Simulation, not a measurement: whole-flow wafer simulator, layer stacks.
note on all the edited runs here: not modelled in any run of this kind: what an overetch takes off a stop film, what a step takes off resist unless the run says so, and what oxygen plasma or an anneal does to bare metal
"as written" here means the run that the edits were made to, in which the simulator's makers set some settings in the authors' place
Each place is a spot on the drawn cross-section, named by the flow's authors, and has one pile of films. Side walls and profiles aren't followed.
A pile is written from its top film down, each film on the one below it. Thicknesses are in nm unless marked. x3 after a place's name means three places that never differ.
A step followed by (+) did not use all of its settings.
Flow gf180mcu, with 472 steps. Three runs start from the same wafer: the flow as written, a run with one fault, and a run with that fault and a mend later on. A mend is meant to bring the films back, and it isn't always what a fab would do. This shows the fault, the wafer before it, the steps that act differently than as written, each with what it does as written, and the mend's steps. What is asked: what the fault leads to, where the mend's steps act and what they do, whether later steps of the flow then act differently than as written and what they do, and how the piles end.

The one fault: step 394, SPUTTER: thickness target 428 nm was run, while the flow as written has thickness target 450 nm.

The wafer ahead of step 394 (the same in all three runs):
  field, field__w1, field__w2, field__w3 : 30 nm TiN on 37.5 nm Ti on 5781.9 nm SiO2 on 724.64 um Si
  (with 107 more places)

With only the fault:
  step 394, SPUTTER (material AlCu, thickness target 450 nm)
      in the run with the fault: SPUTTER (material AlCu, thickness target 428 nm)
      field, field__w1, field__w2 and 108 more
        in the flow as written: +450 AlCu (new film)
        in the run with the fault: +428 AlCu (new film)
  Later steps of the flow acting differently than as written (not shown: 1 more step that differs only slightly, by at most 2% or 0.5 nm, whichever is larger):
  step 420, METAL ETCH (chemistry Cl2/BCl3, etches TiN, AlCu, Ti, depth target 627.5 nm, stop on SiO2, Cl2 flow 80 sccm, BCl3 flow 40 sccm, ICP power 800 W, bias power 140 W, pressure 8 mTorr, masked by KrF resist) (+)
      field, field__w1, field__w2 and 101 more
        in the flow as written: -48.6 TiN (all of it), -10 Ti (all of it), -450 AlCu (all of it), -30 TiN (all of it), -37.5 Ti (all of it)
        in the run with the fault: -48.6 TiN (all of it), -10 Ti (all of it), -428 AlCu (all of it), -30 TiN (all of it), -37.5 Ti (all of it)
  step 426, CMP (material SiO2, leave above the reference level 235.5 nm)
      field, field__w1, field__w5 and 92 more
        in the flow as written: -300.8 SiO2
        in the run with the fault: -322.8 SiO2
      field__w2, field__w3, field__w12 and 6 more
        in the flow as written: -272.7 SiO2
        in the run with the fault: -295.7 SiO2
  The piles end different from the flow's at field__w4, field__w8, contact, m1, m1__w1, mim, mim_1p0, m1_nw by more than 2% or 0.5 nm, whichever is larger.
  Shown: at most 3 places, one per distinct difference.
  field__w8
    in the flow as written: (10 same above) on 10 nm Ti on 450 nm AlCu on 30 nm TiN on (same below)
    in the run with the fault: (10 same above) on 10 nm Ti on 428 nm AlCu on 30 nm TiN on (same below)
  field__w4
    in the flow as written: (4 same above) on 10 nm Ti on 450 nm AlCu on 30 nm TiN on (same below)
    in the run with the fault: (4 same above) on 10 nm Ti on 428 nm AlCu on 30 nm TiN on (same below)
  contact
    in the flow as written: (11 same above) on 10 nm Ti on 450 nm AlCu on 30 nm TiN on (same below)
    in the run with the fault: (11 same above) on 10 nm Ti on 428 nm AlCu on 30 nm TiN on (same below)

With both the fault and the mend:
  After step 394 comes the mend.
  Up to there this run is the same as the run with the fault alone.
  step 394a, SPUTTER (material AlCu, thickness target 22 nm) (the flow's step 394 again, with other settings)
      field, field__w1, field__w2 and 108 more
        +22 AlCu
  None of the later steps of the flow acts differently than as written at any place that is followed.
  By the end, the piles equal the flow's at every place that both follow.
